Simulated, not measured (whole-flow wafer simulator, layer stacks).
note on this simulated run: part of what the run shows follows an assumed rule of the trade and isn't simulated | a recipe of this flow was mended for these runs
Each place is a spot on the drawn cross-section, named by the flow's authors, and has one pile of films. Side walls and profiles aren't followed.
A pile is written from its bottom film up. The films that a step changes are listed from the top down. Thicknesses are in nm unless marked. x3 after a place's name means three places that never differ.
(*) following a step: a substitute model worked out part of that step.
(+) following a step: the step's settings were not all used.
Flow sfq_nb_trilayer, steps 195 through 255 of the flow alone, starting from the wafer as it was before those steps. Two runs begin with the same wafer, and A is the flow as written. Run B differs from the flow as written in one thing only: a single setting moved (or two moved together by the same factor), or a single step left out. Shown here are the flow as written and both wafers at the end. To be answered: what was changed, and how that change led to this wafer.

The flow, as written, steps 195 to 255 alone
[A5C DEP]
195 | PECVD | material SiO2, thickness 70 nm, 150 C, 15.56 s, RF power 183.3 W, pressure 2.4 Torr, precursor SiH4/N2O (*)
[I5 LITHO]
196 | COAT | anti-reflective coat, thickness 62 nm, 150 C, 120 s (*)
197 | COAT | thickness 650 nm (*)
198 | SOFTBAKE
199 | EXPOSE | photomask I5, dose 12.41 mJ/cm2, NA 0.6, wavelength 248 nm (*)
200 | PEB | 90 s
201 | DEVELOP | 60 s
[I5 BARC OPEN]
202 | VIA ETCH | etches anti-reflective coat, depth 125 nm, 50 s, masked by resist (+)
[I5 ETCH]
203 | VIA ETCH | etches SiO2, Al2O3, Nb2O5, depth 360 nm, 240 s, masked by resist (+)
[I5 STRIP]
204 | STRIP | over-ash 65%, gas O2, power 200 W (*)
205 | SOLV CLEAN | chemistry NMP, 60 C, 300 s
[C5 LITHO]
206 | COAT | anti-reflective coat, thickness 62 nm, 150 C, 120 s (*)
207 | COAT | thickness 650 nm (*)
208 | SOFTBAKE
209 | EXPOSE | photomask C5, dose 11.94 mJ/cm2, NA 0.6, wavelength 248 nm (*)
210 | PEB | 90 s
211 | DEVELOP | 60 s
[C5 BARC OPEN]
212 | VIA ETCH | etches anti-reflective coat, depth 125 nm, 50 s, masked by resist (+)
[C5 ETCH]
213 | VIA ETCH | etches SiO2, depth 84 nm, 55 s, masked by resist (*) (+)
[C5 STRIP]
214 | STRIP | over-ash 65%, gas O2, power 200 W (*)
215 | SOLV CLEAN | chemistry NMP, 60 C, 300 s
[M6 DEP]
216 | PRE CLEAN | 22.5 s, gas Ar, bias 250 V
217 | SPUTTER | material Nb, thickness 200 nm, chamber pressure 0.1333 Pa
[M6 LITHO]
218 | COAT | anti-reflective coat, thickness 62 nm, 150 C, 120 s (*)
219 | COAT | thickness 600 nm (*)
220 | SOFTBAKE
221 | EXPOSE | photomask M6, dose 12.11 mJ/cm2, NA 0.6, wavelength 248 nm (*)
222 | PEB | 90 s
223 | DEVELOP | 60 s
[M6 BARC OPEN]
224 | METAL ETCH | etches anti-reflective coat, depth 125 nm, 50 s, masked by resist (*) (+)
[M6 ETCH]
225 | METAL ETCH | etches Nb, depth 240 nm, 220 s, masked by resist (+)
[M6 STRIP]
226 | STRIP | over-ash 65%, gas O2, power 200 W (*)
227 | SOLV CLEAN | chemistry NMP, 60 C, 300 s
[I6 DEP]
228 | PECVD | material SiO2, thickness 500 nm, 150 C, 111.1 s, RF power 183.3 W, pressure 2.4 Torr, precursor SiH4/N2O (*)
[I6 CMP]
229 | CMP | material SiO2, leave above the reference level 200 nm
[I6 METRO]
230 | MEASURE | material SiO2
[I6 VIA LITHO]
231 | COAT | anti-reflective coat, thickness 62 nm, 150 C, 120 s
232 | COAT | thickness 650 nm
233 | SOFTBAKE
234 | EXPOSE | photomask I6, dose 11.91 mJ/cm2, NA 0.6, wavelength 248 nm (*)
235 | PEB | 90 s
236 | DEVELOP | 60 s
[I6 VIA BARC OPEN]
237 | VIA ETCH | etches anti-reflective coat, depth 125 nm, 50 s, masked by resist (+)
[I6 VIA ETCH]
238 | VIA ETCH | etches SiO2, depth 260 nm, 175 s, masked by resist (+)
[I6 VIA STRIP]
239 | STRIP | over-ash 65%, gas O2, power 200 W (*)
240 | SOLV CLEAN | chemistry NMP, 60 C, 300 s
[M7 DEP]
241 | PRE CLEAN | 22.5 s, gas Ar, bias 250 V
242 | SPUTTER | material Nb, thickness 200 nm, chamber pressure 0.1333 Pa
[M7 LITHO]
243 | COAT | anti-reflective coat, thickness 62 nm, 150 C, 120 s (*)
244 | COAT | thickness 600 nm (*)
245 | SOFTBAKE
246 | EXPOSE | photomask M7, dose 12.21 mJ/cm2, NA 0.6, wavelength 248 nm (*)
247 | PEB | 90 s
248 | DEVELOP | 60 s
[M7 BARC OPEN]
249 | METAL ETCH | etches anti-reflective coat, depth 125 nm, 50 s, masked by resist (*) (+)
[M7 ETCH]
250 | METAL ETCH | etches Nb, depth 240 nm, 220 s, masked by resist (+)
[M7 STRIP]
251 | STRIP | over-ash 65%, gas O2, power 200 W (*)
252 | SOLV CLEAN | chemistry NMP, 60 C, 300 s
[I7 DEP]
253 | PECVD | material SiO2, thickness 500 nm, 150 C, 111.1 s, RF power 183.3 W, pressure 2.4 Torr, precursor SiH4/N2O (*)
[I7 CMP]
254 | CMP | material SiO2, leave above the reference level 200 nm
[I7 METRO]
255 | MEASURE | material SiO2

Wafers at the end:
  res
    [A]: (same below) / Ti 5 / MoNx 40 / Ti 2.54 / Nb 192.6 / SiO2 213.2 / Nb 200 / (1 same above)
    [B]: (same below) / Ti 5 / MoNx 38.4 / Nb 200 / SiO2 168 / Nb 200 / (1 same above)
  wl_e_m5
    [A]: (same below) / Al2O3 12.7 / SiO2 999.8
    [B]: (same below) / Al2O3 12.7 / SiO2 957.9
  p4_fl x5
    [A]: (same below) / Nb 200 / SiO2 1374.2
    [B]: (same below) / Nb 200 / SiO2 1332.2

Cause: step 195, PECVD: 6.222 s was run, whereas the flow has 15.56 s.

How this came from the change, step by step:
  195 | PECVD | material SiO2, thickness 70 nm, 150 C, 15.56 s, RF power 183.3 W, pressure 2.4 Torr, precursor SiH4/N2O (*)
      field_l, v_sur, via_wl and 92 more: A SiO2 gains 70 | B SiO2 gains 28
      ce_l, c5j, ce_r and 8 more: A SiO2 gains 70 (new film) | B SiO2 gains 28 (new film)
  196 | COAT | anti-reflective coat, thickness 62 nm, 150 C, 120 s (*)
      r5r_line_l, r5r_line_c, r5r_line_r: A anti-reflective coat gains 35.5 (new film) | B anti-reflective coat gains 33.1 (new film)
      r5r_spacepad_l, r5r_spacepad_r: A anti-reflective coat gains 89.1 (new film) | B anti-reflective coat gains 86.5 (new film)
      (as well as at 1 more place)
  203 | VIA ETCH | etches SiO2, Al2O3, Nb2O5, depth 360 nm, 240 s, masked by resist (+)
      be: A SiO2 loses 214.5 (all of it), Al2O3 loses 12.7 (all of it), Nb2O5 loses 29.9 (all of it), Nb loses 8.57 | B SiO2 loses 172.6 (all of it), Al2O3 loses 12.7 (all of it), Nb2O5 loses 29.9 (all of it), Nb loses 12.1
  204 | STRIP | over-ash 65%, gas O2, power 200 W (*)
      r5r_line_l, r5r_line_c, r5r_line_r: A KrF-resist-other-grade loses 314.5 (all of it), anti-reflective coat loses 35.5 (all of it) | B KrF-resist-other-grade loses 314.5 (all of it), anti-reflective coat loses 33.1 (all of it)
      r5r_spacepad_l, r5r_spacepad_r: A KrF-resist-other-grade loses 316.1 (all of it), anti-reflective coat loses 89.1 (all of it) | B KrF-resist-other-grade loses 316.2 (all of it), anti-reflective coat loses 86.5 (all of it)
      (as well as at 1 more place)
  206 | COAT | anti-reflective coat, thickness 62 nm, 150 C, 120 s (*)
      r5r_line_l, r5r_line_c, r5r_line_r: A anti-reflective coat gains 35.5 (new film) | B anti-reflective coat gains 33.1 (new film)
      r5r_spacepad_l, r5r_spacepad_r: A anti-reflective coat gains 89.1 (new film) | B anti-reflective coat gains 86.5 (new film)
      (as well as at 2 more places)
  207 | COAT | thickness 650 nm (*)
      be: A KrF-resist-other-grade gains 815 (new film) | B KrF-resist-other-grade gains 787.3 (new film)
  213 | VIA ETCH | etches SiO2, depth 84 nm, 55 s, masked by resist (*) (+)
      c5j: A SiO2 loses 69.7 (all of it), Nb loses 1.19 | B SiO2 loses 27.8 (all of it), Nb loses 4.69
      res: A SiO2 loses 69.7 (all of it), Ti loses 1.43 | B SiO2 loses 27.7 (all of it), Ti loses 5.63
  214 | STRIP | over-ash 65%, gas O2, power 200 W (*)
      r5r_line_l, r5r_line_c, r5r_line_r: A KrF-resist-other-grade loses 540 (all of it), anti-reflective coat loses 35.5 (all of it) | B KrF-resist-other-grade loses 540 (all of it), anti-reflective coat loses 33.1 (all of it)
      r5r_spacepad_l, r5r_spacepad_r: A KrF-resist-other-grade loses 541.6 (all of it), anti-reflective coat loses 89.1 (all of it) | B KrF-resist-other-grade loses 541.7 (all of it), anti-reflective coat loses 86.5 (all of it)
      (as well as at 2 more places)
  216 | PRE CLEAN | 22.5 s, gas Ar, bias 250 V
      res: A Ti loses 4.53 | B Ti loses 2.87 (all of it), MoNx loses 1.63
  217 | SPUTTER | material Nb, thickness 200 nm, chamber pressure 0.1333 Pa
      be: A Nb gains 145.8 | B Nb gains 154.6
      c5j: A Nb gains 188.4 | B Nb gains 197.9
      (as well as at 1 more place)
  218 | COAT | anti-reflective coat, thickness 62 nm, 150 C, 120 s (*)
      r5r_line_l, r5r_line_c, r5r_line_r: A anti-reflective coat gains 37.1 (new film) | B anti-reflective coat gains 36.1 (new film)
      wire: A anti-reflective coat gains 33.4 (new film) | B anti-reflective coat gains 34.1 (new film)
      (as well as at 12 more places)
  219 | COAT | thickness 600 nm (*)
      be: A KrF-resist-other-grade gains 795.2 (new film) | B KrF-resist-other-grade gains 762.1 (new film)
  224 | METAL ETCH | etches anti-reflective coat, depth 125 nm, 50 s, masked by resist (*) (+)
      r5r_line_l, r5r_line_c, r5r_line_r: A anti-reflective coat loses 37.1 (all of it) | B anti-reflective coat loses 36.1 (all of it)
      field_r: A anti-reflective coat loses 67 (all of it) | B anti-reflective coat loses 64.8 (all of it)
      (as well as at 1 more place)
  226 | STRIP | over-ash 65%, gas O2, power 200 W (*)
      wire: A KrF-resist-other-grade loses 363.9 (all of it), anti-reflective coat loses 33.4 (all of it) | B KrF-resist-other-grade loses 367.3 (all of it), anti-reflective coat loses 34.1 (all of it)
      be: A KrF-resist-other-grade loses 559.4 (all of it), anti-reflective coat loses 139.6 (all of it) | B KrF-resist-other-grade loses 526.3 (all of it), anti-reflective coat loses 132.3 (all of it)
      (as well as at 9 more places)
  228 | PECVD | material SiO2, thickness 500 nm, 150 C, 111.1 s, RF power 183.3 W, pressure 2.4 Torr, precursor SiH4/N2O (*)
      be: A SiO2 gains 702 (new film) | B SiO2 gains 654.7 (new film)
      c5j: A SiO2 gains 514.7 (new film) | B SiO2 gains 500 (new film)
  229 | CMP | material SiO2, leave above the reference level 200 nm
      c5j: A SiO2 loses 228 | B SiO2 loses 261.3
      res: A SiO2 loses 279.3 | B SiO2 loses 324.5
